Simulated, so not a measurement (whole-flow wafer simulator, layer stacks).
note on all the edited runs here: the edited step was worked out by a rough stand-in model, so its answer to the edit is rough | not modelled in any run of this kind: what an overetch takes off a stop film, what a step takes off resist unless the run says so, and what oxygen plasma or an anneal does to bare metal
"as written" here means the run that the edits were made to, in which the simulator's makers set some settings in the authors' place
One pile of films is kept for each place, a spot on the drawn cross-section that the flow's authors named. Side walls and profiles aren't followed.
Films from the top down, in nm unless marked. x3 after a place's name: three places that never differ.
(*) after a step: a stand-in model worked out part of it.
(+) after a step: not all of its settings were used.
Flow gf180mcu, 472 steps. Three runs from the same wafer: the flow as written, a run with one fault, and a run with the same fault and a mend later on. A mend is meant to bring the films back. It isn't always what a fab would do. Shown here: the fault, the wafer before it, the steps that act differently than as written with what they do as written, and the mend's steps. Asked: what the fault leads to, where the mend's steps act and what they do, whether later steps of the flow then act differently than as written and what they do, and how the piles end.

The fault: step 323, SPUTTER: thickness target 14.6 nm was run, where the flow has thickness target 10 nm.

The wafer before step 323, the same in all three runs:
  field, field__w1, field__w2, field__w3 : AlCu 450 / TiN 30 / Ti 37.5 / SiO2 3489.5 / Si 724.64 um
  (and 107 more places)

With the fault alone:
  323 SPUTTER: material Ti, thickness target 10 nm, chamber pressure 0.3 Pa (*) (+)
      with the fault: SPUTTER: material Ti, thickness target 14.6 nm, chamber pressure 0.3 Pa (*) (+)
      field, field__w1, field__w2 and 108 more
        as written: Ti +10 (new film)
        with the fault: Ti +14.6 (new film)
  Later steps of the flow that act differently than as written (5 more steps differ only slightly, by at most 2% or 0.5 nm, whichever is larger, and aren't shown):
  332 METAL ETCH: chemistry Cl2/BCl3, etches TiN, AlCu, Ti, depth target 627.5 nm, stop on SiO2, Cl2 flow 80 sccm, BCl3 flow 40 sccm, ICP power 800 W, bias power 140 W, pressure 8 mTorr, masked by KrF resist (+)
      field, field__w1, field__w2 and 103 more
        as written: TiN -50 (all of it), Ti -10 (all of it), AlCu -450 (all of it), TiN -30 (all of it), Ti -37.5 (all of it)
        with the fault: TiN -50 (all of it), Ti -14.6 (all of it), AlCu -450 (all of it), TiN -30 (all of it), Ti -37.5 (all of it)
  At the end the piles differ from the flow's by more than 2% or 0.5 nm, whichever is larger, at field__w8, contact, m1, m1__w1, m1_nw.
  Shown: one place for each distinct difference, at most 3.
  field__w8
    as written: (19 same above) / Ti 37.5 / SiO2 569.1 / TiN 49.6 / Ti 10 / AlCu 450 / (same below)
    with the fault: (19 same above) / Ti 37.5 / SiO2 564.5 / TiN 49.6 / Ti 14.6 / AlCu 450 / (same below)
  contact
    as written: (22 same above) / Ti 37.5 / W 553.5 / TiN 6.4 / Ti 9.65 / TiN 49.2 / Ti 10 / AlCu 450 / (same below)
    with the fault: (22 same above) / Ti 37.5 / W 548.9 / TiN 6.42 / Ti 9.68 / TiN 49.2 / Ti 14.6 / AlCu 450 / (same below)

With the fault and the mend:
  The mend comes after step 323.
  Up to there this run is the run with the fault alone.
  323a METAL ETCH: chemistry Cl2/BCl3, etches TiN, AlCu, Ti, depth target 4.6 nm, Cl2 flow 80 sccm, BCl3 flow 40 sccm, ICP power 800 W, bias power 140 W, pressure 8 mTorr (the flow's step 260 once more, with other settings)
      field, field__w1, field__w2 and 108 more
        Ti -4.6
  No later step of the flow acts differently than as written at any place that is followed.
  At the end the piles are the same as the flow's at every place that both follow.
